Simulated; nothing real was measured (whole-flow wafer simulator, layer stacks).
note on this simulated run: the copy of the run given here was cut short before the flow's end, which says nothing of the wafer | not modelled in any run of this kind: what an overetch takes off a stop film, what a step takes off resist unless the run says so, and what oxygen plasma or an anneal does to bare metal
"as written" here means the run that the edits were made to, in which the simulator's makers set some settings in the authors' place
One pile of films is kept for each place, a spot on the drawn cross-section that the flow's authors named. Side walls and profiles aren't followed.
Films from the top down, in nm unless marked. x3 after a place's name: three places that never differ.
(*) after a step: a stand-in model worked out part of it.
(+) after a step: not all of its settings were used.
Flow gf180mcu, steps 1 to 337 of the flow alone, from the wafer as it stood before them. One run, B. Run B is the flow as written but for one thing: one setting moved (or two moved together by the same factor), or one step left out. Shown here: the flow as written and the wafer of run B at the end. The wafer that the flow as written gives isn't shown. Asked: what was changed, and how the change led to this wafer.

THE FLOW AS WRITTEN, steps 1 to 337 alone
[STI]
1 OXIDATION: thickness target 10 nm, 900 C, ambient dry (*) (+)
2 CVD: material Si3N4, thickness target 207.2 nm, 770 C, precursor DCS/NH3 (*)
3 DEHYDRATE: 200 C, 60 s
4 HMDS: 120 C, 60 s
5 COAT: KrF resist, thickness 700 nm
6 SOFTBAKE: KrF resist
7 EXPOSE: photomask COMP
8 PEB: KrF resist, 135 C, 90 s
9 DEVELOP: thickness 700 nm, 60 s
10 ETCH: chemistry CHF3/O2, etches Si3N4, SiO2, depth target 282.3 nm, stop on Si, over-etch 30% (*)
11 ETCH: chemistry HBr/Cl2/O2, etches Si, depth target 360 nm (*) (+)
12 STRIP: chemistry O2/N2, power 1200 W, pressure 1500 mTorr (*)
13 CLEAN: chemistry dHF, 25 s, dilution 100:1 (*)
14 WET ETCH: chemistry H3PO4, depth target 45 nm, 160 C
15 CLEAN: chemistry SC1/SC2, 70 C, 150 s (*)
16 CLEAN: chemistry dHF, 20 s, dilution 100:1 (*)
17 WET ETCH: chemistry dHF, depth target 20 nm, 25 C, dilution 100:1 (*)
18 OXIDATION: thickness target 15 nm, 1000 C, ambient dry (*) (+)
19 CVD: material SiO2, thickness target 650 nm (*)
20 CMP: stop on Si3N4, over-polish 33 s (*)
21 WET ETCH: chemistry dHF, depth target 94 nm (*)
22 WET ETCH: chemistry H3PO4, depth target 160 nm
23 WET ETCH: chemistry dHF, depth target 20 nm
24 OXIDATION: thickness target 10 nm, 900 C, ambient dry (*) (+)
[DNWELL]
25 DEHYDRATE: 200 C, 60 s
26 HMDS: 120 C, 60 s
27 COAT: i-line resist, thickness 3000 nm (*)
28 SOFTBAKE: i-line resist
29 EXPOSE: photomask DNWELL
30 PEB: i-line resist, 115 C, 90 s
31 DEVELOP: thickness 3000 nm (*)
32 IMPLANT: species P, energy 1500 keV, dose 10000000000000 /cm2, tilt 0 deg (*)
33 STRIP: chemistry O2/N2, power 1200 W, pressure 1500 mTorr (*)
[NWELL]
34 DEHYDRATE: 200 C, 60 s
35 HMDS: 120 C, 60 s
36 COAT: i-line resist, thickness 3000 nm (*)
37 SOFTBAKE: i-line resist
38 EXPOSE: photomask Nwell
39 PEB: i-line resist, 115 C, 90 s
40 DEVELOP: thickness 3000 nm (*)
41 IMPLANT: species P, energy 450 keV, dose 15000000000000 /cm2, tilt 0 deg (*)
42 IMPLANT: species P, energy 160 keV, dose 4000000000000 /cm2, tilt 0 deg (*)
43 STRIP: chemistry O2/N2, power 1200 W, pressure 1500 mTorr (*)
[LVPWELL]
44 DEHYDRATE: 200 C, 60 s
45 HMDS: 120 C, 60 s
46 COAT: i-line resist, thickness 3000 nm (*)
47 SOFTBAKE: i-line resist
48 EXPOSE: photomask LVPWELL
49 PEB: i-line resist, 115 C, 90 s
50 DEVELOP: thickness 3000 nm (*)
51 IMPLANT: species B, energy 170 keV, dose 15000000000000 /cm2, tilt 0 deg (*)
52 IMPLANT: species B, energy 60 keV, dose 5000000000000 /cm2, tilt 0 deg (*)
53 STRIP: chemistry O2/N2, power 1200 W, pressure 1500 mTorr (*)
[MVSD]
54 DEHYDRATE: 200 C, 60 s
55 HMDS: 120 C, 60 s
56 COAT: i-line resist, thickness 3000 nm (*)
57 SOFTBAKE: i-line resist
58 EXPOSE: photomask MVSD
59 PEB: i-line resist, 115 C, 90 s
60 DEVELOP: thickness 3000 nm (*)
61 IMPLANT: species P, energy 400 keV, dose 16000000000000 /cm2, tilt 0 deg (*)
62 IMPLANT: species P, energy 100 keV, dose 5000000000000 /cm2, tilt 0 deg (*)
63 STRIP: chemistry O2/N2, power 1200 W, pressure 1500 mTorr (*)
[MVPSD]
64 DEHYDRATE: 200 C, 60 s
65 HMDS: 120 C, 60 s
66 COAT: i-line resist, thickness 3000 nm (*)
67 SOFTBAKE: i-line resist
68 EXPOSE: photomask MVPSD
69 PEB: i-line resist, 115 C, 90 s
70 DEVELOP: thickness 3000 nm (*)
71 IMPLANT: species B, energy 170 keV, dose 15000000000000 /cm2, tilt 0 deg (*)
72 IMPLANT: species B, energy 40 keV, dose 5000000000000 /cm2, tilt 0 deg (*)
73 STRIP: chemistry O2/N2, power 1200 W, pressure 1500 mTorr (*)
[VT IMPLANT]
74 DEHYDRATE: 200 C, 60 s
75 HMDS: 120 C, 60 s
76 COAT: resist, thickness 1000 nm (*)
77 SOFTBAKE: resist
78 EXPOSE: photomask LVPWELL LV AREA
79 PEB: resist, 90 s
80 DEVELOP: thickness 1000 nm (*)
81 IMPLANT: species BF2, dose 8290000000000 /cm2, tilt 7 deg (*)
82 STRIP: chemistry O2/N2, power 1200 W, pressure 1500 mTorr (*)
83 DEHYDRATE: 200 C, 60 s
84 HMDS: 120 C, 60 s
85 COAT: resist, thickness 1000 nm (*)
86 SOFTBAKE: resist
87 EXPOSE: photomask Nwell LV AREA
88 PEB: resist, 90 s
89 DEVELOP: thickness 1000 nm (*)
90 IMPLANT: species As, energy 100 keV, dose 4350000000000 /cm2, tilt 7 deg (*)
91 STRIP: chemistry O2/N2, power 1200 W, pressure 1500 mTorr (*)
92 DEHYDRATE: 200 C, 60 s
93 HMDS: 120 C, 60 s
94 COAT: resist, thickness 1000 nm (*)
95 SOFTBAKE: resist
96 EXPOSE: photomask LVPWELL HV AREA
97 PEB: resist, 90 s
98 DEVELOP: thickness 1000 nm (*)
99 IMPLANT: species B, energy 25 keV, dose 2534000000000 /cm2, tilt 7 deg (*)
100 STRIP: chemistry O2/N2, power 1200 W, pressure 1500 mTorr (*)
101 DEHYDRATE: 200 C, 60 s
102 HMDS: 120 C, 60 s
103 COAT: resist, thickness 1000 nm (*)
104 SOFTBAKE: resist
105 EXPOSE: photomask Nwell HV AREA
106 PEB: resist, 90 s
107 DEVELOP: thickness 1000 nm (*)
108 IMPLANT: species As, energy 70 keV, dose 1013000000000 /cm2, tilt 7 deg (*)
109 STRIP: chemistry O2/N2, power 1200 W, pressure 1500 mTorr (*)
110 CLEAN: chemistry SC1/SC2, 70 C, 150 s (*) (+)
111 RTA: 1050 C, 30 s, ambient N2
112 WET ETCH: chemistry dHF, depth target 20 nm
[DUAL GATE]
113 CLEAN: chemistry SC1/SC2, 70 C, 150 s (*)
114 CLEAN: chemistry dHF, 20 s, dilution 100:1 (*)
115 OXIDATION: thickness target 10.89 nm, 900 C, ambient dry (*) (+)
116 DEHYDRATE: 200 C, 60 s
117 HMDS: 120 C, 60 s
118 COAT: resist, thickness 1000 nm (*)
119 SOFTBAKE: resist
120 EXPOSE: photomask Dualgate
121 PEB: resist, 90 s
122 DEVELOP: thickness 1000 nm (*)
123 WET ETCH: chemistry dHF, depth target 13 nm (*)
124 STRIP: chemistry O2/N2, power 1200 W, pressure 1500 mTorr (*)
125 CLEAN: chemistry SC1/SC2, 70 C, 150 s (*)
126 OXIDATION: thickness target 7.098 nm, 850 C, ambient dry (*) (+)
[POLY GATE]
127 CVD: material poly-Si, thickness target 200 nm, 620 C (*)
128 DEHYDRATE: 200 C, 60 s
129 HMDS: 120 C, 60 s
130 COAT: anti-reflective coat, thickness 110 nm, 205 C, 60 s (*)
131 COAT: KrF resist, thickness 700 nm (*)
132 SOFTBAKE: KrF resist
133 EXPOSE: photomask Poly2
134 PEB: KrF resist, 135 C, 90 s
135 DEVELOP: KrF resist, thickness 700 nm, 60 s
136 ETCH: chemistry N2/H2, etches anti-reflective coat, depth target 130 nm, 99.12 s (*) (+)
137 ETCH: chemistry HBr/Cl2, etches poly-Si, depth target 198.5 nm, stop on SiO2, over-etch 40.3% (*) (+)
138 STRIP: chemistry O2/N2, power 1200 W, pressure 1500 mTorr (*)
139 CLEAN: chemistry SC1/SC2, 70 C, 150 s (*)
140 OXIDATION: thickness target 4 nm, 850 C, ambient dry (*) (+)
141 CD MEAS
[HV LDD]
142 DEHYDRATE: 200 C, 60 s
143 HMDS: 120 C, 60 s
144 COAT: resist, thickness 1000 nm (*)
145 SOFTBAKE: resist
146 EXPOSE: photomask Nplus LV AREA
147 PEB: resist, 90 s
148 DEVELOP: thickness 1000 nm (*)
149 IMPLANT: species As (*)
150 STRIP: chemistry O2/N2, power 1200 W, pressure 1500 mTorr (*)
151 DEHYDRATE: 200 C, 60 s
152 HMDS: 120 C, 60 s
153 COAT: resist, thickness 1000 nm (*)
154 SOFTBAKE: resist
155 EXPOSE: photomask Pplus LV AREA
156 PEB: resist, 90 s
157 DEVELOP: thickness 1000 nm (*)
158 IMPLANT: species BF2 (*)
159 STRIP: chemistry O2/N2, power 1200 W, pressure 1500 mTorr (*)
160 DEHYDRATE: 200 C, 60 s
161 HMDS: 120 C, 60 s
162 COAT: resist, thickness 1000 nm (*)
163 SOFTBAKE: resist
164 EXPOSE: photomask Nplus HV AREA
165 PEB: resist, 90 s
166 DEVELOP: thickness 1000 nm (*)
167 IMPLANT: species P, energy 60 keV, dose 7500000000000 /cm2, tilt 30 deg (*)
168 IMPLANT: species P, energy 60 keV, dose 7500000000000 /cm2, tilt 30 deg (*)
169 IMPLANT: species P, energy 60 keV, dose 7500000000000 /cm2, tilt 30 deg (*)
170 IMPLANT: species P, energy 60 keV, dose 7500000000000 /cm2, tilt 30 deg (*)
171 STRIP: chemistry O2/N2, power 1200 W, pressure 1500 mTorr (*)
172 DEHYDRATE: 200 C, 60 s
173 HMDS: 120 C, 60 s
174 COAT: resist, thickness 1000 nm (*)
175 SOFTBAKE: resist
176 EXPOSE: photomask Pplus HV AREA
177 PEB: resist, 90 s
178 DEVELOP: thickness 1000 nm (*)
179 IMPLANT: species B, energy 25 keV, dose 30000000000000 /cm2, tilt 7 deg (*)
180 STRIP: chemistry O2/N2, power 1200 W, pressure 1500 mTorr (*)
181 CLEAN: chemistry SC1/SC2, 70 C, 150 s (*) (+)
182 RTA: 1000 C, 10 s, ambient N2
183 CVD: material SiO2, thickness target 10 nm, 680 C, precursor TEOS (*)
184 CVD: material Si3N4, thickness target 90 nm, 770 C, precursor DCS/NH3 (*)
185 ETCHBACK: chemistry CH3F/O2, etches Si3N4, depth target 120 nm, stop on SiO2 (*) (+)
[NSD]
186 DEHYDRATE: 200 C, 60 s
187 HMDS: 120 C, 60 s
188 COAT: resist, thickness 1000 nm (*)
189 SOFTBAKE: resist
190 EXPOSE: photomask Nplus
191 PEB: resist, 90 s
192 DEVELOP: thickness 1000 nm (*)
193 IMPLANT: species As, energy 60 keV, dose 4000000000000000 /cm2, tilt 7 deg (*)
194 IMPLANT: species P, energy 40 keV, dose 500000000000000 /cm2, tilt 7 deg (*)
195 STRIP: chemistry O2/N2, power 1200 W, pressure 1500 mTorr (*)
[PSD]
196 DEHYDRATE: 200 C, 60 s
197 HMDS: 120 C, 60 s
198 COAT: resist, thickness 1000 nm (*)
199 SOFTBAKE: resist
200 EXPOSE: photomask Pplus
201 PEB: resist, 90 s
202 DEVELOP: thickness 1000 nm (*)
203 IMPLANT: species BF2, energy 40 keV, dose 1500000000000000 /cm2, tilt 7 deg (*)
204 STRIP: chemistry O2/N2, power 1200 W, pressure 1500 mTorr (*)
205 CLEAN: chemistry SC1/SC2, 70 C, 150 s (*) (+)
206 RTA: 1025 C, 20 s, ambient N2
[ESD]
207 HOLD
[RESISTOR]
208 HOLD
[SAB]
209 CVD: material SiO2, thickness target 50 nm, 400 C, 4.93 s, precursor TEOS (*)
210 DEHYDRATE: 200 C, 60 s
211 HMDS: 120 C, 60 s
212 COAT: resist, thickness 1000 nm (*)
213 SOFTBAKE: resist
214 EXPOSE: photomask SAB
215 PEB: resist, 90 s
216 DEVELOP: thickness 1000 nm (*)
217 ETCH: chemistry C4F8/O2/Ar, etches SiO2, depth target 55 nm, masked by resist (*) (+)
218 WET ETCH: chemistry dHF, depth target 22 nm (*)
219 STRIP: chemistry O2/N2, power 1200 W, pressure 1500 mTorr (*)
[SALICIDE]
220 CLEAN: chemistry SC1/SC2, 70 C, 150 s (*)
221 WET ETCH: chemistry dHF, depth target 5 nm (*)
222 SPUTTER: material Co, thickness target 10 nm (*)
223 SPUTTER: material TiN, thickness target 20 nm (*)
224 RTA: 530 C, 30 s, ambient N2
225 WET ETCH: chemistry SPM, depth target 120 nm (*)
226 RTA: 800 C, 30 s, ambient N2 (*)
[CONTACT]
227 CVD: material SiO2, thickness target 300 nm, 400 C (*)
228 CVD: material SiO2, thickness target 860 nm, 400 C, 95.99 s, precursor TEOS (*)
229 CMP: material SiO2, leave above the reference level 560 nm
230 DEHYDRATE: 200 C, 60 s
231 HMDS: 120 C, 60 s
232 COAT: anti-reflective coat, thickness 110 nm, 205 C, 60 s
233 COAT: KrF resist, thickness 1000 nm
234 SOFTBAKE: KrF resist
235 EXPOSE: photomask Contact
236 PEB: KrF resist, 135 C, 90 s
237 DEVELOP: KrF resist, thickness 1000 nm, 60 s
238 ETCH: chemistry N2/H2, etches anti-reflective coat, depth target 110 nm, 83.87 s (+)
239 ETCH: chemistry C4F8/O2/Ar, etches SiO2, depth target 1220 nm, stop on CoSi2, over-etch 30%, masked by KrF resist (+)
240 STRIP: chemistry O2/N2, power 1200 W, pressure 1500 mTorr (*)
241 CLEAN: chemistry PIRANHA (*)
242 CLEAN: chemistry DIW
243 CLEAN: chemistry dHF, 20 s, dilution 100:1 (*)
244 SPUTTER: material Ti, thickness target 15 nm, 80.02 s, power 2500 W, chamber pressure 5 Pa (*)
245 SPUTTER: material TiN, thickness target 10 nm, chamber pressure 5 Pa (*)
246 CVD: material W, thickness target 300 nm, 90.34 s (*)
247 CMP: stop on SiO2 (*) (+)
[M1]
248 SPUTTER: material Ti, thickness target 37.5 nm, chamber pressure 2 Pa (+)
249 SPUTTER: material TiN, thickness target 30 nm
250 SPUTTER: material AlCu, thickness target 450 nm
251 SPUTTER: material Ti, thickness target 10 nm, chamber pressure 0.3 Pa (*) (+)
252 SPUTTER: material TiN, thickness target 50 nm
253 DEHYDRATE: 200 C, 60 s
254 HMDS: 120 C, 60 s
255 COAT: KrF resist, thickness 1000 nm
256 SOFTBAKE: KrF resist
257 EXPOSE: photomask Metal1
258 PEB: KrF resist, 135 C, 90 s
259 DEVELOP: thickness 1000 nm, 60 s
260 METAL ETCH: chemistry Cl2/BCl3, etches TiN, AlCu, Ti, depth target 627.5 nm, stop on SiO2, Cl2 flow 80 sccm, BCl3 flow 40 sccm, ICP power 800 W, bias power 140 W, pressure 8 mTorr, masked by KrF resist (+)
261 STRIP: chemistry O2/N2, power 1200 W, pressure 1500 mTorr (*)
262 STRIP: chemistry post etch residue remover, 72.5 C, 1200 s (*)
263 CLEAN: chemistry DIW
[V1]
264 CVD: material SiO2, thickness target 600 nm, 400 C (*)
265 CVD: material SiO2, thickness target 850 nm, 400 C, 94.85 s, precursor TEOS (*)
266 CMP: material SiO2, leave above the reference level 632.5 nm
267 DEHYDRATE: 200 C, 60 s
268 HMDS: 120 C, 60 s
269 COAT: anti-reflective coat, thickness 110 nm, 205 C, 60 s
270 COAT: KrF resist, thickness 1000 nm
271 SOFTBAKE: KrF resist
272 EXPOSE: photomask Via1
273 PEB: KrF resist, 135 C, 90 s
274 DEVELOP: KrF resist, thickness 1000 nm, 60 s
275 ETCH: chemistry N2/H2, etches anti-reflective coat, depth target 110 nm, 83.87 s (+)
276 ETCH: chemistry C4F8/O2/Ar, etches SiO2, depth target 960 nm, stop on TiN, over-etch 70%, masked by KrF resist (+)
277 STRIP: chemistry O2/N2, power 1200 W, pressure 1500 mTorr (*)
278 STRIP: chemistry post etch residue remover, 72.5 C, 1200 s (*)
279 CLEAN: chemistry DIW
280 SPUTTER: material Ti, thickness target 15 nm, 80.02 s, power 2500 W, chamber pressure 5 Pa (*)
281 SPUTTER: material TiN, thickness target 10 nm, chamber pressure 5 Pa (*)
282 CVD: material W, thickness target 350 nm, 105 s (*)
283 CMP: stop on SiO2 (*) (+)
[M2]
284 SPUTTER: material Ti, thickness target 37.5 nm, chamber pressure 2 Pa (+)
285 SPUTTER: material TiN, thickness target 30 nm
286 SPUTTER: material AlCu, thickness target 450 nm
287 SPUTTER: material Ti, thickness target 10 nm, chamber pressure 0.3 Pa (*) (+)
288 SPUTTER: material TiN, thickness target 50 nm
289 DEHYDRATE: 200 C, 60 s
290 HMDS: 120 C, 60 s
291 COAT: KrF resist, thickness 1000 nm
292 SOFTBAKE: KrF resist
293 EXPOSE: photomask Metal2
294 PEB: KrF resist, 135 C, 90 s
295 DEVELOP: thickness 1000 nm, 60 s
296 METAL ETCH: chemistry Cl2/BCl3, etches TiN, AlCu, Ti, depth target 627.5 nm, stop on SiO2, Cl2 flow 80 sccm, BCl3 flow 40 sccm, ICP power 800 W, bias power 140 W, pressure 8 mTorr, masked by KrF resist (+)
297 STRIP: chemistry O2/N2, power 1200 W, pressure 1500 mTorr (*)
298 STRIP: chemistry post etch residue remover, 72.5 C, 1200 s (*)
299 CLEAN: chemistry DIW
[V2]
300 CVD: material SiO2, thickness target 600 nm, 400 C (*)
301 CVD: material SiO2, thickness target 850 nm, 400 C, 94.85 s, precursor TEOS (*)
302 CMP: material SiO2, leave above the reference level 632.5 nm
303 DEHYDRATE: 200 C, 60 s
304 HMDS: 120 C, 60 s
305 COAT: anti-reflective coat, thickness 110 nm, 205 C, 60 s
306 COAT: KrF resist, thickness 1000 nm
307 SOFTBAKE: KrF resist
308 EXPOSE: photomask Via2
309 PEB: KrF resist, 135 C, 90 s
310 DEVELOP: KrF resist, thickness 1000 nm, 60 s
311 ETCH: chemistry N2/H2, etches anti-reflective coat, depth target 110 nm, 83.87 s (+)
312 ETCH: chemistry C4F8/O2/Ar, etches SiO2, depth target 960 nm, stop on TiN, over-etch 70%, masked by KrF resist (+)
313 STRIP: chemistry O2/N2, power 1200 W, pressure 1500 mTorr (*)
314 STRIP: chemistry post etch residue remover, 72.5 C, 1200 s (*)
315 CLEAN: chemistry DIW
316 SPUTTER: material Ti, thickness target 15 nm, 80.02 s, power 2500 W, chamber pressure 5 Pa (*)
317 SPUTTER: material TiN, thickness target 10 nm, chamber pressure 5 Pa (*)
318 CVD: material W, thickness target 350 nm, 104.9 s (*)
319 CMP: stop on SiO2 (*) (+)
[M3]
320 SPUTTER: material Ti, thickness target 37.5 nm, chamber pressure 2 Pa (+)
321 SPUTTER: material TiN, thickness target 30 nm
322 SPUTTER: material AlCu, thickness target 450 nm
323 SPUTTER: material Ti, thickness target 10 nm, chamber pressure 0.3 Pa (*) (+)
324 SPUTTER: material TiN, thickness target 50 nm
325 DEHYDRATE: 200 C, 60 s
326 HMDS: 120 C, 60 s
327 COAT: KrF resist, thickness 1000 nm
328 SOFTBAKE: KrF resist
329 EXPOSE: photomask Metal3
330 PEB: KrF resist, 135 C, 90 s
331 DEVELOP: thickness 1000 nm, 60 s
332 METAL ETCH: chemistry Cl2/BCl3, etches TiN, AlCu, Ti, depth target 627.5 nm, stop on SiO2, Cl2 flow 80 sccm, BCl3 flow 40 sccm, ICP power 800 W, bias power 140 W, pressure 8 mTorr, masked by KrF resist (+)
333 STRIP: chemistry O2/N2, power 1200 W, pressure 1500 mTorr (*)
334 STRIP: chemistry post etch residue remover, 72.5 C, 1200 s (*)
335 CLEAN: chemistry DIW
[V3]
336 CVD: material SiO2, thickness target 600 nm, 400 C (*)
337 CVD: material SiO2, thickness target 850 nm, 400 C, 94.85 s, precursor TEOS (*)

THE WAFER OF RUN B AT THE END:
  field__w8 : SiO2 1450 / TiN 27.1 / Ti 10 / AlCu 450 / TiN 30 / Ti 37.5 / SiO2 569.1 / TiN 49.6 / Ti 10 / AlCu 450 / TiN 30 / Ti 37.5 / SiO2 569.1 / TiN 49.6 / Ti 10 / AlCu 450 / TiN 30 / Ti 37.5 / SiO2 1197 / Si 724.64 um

The cause: step 324, SPUTTER: thickness target 27.5 nm was run, where the flow has thickness target 50 nm.

How the change led to this, step by step:
  324 SPUTTER: material TiN, thickness target 50 nm
      field, field__w1, field__w2 and 108 more: TiN +27.5 (new film) (as written it would be: TiN +50 (new film))
  332 METAL ETCH: chemistry Cl2/BCl3, etches TiN, AlCu, Ti, depth target 627.5 nm, stop on SiO2, Cl2 flow 80 sccm, BCl3 flow 40 sccm, ICP power 800 W, bias power 140 W, pressure 8 mTorr, masked by KrF resist (+)
      field, field__w1, field__w2 and 103 more: TiN -27.5 (all of it), Ti -10 (all of it), AlCu -450 (all of it), TiN -30 (all of it), Ti -37.5 (all of it) (as written it would be: TiN -50 (all of it), Ti -10 (all of it), AlCu -450 (all of it), TiN -30 (all of it), Ti -37.5 (all of it))
